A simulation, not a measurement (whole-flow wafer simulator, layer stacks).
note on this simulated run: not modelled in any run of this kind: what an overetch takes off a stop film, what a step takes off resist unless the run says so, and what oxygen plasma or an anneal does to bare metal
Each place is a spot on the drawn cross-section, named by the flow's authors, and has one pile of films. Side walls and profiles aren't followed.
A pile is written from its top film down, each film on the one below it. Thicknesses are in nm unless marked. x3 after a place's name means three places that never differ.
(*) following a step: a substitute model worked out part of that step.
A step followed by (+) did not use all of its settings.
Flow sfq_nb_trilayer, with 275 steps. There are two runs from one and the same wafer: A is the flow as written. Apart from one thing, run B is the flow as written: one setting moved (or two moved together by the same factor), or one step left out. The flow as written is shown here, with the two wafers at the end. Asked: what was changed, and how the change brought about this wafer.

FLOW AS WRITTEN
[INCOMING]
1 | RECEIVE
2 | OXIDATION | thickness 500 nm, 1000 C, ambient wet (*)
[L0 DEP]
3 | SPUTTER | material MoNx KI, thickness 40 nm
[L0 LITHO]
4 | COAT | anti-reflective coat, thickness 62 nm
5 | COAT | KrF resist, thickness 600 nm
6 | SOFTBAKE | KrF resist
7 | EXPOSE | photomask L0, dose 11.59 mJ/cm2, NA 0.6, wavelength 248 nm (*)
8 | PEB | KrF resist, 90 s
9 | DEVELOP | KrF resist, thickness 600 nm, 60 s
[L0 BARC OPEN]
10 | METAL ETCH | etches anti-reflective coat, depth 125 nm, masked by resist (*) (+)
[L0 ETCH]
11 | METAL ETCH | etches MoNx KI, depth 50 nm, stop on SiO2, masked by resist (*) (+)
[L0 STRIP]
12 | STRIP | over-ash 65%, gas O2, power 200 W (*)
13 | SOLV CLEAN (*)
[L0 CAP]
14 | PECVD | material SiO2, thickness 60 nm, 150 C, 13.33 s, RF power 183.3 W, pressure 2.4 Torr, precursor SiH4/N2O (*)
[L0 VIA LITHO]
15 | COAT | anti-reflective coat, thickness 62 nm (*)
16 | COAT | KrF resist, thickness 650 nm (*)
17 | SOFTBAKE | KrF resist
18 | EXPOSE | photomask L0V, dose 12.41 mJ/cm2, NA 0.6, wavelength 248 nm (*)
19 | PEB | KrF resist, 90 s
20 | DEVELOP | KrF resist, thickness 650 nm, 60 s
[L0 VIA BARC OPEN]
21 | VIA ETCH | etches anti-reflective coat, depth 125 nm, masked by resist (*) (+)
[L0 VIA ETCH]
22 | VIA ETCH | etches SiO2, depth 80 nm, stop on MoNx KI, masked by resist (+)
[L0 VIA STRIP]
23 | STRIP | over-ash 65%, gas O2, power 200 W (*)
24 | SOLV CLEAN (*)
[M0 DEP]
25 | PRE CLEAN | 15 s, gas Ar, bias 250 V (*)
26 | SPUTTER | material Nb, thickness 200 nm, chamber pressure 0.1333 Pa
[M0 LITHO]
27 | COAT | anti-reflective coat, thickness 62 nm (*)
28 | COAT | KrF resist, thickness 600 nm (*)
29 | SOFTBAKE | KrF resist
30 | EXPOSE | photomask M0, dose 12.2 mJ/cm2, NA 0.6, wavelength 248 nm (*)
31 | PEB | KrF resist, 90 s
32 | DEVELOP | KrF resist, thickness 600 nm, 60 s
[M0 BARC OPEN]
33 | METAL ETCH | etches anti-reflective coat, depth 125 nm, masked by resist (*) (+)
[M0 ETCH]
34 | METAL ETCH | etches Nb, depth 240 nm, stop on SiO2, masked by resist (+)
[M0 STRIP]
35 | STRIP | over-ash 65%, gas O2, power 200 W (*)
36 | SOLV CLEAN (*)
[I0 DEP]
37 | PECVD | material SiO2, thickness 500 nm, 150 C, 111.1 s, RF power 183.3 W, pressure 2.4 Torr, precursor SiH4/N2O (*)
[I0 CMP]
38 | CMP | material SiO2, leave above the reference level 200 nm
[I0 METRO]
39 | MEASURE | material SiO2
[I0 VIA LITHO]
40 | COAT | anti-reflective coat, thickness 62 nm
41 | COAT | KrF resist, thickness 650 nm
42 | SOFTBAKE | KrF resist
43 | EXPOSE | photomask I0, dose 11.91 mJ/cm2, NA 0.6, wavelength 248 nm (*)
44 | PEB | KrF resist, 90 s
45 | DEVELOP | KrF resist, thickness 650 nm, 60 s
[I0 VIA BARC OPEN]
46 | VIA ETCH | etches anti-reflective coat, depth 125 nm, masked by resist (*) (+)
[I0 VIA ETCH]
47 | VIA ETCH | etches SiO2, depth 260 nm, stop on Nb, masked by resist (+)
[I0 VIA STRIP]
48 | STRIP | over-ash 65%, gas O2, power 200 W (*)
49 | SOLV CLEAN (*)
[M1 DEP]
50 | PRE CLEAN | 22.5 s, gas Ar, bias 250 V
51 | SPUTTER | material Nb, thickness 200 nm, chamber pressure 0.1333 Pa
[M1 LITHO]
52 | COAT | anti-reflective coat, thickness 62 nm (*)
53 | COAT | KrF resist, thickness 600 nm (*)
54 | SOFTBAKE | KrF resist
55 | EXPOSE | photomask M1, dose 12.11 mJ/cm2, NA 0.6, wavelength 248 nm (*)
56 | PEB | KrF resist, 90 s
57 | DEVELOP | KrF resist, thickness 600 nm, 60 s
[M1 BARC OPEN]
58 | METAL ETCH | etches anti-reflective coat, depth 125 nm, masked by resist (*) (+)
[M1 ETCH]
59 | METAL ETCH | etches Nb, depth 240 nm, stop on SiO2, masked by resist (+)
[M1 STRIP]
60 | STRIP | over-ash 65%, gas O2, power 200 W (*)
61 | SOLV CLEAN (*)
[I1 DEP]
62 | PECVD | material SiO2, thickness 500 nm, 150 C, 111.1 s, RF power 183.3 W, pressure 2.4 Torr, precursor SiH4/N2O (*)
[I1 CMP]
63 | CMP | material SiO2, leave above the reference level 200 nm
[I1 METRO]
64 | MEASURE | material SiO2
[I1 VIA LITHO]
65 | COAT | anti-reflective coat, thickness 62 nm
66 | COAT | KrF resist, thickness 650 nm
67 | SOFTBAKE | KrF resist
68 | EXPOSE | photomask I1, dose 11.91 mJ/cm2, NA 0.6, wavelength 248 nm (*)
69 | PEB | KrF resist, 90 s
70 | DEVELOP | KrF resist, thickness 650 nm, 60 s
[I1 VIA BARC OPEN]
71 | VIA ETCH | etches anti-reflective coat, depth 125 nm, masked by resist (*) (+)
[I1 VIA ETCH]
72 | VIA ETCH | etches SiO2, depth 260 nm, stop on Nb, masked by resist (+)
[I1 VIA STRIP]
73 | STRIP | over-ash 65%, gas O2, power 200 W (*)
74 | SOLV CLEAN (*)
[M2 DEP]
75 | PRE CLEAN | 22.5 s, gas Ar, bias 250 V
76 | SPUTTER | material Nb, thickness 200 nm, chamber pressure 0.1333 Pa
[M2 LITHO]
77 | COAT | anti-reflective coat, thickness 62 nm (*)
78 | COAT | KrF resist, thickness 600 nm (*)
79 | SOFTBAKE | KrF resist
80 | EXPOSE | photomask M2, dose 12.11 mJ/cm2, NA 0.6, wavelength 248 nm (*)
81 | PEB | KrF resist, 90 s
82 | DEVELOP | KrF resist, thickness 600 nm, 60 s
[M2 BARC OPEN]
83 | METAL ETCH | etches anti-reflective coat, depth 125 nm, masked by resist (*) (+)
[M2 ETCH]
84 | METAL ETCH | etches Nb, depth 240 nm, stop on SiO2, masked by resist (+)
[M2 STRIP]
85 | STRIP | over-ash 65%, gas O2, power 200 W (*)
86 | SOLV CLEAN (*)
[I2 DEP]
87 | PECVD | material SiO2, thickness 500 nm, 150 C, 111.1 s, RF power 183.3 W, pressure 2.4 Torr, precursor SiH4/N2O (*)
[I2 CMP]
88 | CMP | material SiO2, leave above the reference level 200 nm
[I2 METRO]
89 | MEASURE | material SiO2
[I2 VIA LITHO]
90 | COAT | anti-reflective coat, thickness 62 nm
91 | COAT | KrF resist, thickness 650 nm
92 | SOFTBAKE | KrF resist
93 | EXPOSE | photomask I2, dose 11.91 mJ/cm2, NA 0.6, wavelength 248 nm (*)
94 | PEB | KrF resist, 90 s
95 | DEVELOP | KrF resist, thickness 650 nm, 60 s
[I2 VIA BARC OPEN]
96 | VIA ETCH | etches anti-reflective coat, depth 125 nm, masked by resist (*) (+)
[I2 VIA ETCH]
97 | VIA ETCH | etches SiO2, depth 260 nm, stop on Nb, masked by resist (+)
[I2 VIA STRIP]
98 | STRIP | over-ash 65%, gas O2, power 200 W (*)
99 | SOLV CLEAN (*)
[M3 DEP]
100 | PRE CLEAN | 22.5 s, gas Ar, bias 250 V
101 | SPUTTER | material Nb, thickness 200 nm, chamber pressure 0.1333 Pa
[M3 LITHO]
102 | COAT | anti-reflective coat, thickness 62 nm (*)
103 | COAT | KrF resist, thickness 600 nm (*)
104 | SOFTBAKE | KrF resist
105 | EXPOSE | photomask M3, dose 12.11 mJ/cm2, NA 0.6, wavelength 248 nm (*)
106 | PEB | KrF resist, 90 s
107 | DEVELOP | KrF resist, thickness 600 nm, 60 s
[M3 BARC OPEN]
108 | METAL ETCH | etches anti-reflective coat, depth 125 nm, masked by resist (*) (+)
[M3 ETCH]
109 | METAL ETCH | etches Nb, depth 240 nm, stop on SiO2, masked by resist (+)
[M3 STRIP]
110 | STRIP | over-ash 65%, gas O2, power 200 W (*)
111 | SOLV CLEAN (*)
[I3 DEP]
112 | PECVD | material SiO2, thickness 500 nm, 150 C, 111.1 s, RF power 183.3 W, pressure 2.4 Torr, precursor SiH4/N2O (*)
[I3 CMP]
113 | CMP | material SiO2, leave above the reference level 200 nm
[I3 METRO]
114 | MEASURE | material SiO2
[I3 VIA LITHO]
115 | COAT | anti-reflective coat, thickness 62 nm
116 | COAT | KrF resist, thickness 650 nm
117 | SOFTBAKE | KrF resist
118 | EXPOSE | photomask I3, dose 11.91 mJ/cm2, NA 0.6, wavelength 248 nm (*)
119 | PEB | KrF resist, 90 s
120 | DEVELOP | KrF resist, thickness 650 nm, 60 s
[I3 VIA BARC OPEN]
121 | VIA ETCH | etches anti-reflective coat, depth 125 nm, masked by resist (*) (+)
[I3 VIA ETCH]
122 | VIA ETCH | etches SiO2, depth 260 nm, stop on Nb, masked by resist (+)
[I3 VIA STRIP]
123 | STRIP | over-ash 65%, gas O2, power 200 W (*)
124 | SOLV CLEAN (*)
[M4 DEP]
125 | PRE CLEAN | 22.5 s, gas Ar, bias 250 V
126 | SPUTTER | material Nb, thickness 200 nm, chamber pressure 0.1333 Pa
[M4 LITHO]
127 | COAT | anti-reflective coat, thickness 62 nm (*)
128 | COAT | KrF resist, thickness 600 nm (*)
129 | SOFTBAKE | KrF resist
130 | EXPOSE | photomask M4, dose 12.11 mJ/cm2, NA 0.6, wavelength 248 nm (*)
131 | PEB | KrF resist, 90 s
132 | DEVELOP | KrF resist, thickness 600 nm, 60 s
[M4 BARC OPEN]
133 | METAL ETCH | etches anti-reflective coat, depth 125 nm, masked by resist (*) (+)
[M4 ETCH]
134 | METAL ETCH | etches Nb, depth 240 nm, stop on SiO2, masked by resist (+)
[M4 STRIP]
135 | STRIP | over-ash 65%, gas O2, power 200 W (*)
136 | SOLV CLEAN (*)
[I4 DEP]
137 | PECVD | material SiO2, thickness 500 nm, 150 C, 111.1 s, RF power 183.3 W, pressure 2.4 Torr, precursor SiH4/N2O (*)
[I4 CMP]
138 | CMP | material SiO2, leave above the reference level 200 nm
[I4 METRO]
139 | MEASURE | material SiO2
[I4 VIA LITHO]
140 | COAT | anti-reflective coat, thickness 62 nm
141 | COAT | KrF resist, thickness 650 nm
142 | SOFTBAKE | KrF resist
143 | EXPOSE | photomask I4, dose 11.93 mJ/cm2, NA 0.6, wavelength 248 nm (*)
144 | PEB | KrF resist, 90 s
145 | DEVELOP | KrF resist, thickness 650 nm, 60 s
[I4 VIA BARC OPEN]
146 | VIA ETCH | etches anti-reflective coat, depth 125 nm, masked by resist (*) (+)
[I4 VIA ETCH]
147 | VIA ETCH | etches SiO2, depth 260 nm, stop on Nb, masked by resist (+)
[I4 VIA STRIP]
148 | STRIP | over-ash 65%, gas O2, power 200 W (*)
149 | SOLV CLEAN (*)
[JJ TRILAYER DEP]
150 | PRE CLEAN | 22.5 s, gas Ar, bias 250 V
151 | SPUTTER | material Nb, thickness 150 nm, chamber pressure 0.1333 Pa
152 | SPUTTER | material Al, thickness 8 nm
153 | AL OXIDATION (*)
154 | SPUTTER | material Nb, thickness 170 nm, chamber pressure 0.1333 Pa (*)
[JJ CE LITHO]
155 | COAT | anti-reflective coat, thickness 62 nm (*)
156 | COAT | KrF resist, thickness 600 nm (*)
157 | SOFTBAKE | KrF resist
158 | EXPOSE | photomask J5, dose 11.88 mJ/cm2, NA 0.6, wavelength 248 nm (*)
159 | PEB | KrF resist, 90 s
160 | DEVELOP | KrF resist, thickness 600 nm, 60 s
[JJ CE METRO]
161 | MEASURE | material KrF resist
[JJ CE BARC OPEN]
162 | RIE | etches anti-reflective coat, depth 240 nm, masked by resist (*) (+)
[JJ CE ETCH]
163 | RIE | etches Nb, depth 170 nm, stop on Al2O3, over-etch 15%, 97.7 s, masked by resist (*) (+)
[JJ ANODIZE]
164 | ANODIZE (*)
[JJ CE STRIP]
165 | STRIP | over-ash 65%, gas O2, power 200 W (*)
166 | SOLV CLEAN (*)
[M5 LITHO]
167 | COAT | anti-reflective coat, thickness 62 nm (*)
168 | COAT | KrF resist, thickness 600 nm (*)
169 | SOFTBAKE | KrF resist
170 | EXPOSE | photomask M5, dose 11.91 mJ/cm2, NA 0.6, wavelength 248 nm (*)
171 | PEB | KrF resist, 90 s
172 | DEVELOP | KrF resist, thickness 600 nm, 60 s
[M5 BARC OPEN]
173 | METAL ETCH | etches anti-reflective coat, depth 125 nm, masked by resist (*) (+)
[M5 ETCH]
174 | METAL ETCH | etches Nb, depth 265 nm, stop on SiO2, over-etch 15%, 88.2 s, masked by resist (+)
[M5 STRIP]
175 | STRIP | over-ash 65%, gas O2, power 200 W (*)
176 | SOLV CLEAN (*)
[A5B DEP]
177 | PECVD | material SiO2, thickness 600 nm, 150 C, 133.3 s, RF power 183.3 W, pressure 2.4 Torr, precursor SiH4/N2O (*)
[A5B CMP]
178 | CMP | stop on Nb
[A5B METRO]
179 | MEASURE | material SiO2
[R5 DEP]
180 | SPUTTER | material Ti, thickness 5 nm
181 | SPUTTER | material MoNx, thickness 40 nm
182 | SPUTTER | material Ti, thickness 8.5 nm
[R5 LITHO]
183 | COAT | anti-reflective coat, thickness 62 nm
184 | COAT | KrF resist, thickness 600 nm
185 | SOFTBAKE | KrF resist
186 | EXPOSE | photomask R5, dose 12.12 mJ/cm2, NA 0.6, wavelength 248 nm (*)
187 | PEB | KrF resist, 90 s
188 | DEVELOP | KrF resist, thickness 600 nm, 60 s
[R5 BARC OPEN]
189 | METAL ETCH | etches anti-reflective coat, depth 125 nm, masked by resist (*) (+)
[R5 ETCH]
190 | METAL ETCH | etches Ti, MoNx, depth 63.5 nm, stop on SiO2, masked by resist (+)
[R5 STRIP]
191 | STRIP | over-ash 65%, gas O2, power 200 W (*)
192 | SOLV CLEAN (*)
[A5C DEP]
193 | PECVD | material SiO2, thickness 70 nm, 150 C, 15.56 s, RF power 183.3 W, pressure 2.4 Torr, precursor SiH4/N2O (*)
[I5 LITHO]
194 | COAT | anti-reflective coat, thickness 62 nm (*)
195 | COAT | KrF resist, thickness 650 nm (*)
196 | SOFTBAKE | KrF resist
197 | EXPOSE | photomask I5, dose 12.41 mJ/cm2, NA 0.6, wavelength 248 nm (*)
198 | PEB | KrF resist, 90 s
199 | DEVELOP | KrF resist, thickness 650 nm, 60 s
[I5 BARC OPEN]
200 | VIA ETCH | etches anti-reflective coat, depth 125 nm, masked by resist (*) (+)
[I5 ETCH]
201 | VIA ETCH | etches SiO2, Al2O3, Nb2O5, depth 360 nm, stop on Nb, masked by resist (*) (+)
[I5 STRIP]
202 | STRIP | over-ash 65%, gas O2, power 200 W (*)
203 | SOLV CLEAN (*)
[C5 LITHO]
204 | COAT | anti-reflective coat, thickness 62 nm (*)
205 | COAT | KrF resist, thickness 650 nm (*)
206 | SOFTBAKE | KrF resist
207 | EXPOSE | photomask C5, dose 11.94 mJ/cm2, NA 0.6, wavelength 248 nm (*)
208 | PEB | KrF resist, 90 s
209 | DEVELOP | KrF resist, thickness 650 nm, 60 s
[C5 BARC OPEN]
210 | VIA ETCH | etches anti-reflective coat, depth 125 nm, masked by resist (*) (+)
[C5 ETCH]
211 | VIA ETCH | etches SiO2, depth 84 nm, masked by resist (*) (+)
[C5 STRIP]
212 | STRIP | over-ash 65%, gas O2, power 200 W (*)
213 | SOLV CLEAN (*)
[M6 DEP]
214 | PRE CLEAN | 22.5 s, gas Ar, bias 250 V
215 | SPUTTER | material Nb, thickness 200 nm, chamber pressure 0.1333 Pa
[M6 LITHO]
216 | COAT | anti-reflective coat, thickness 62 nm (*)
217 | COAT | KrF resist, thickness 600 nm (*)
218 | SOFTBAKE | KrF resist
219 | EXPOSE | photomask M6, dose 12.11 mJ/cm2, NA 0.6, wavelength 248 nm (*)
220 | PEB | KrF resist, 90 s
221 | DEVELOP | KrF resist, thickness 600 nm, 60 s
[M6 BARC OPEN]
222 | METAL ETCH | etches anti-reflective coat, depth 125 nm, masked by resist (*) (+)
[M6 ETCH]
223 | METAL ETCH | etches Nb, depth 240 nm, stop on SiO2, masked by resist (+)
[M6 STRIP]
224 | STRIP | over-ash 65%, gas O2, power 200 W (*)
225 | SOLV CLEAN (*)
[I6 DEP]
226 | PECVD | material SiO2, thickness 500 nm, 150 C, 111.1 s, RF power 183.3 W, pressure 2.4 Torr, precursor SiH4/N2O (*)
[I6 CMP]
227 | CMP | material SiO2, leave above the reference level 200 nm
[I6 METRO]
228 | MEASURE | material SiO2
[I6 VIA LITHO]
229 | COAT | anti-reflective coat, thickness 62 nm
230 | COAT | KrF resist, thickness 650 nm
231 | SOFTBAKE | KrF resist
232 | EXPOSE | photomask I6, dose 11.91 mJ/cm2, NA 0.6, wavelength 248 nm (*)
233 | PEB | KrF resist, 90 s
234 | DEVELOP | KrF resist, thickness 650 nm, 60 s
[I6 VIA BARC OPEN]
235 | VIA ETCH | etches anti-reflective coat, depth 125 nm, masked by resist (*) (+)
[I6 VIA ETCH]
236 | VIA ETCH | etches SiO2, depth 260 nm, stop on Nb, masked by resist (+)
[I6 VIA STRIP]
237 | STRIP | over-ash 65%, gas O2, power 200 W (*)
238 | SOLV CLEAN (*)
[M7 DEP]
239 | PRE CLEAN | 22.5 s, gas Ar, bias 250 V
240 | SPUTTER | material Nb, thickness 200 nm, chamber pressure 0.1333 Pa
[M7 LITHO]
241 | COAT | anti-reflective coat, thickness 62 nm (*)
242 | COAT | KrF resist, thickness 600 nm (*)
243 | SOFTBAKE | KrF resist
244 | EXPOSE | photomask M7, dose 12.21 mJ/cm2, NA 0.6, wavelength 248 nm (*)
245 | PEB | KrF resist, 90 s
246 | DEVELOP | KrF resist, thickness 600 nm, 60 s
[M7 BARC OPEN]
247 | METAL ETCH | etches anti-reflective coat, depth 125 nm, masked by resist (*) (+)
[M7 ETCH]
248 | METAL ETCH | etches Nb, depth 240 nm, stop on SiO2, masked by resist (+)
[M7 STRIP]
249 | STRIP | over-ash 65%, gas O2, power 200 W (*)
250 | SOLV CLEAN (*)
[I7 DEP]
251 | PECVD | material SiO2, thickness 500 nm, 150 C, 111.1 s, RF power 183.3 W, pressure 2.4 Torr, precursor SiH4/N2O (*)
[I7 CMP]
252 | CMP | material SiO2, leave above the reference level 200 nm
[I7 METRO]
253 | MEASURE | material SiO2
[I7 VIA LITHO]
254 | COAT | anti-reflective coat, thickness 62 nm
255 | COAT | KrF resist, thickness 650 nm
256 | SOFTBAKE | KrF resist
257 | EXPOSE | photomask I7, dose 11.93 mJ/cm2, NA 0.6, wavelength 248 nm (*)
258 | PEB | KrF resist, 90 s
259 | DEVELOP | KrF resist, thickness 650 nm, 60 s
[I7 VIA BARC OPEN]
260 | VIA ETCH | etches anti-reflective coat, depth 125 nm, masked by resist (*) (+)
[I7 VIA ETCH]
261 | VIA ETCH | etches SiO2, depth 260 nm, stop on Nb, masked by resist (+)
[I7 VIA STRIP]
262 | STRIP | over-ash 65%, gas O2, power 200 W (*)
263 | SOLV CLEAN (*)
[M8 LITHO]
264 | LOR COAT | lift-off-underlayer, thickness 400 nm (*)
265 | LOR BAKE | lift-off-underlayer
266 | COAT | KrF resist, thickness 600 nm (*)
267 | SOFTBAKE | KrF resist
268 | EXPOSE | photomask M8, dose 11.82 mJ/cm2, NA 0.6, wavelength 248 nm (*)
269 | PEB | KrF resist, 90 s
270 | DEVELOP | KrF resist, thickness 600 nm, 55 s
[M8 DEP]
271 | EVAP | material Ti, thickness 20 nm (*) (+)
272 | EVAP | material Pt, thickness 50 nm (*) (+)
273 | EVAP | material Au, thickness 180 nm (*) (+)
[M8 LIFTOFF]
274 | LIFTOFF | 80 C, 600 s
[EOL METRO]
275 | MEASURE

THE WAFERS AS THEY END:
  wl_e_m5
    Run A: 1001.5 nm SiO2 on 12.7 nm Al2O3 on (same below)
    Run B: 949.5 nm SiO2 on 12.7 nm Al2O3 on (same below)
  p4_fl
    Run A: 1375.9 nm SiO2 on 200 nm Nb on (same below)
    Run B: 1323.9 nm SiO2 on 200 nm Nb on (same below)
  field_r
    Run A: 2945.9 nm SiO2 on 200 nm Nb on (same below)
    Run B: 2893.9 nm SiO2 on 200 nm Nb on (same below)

The reason: step 215, SPUTTER: thickness 148 nm was run, whereas the flow has thickness 200 nm.

Step by step, how the change led to this:
  215 | SPUTTER | material Nb, thickness 200 nm, chamber pressure 0.1333 Pa
      field_l, v_sur, via_wl and 100 more: A +200 Nb (new film) | B +148 Nb (new film)
      be: A +147.3 Nb | B +109.4 Nb
      (as well as at 2 more places)
  216 | COAT | anti-reflective coat, thickness 62 nm (*)
      be: A +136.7 anti-reflective coat (new film) | B +132.3 anti-reflective coat (new film)
  223 | METAL ETCH | etches Nb, depth 240 nm, stop on SiO2, masked by resist (+)
      field_l, gap, moat and 76 more: A -200 Nb (all of it) | B -148 Nb (all of it)
      v_sur, via_wl, via_w and 24 more: A -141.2 KrF resist | B -130.6 KrF resist
  224 | STRIP | over-ash 65%, gas O2, power 200 W (*)
      wl_j_sl, wl_j_sr: A -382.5 KrF resist (all of it), -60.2 anti-reflective coat (all of it) | B -393.1 KrF resist (all of it), -60.2 anti-reflective coat (all of it)
      wl_c_m6, wl_f_m6: A -382.3 KrF resist (all of it), -62 anti-reflective coat (all of it) | B -392.9 KrF resist (all of it), -62 anti-reflective coat (all of it)
      (as well as at 23 more places)
  226 | PECVD | material SiO2, thickness 500 nm, 150 C, 111.1 s, RF power 183.3 W, pressure 2.4 Torr, precursor SiH4/N2O (*)
      gap, wl_a_sl, m6r_space_l, m6r_space_r: A +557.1 SiO2 | B +505.1 SiO2
      be: A +693.5 SiO2 (new film) | B +674 SiO2 (new film)
  227 | CMP | material SiO2, leave above the reference level 200 nm
      field_l, p4_fl, p4_fm and 59 more: A -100 SiO2 | B -152 SiO2
      moat, field_r, lsp_l, ln_m5, lsp_m: A -93.6 SiO2 | B -152 SiO2
      (as well as at 9 more places)
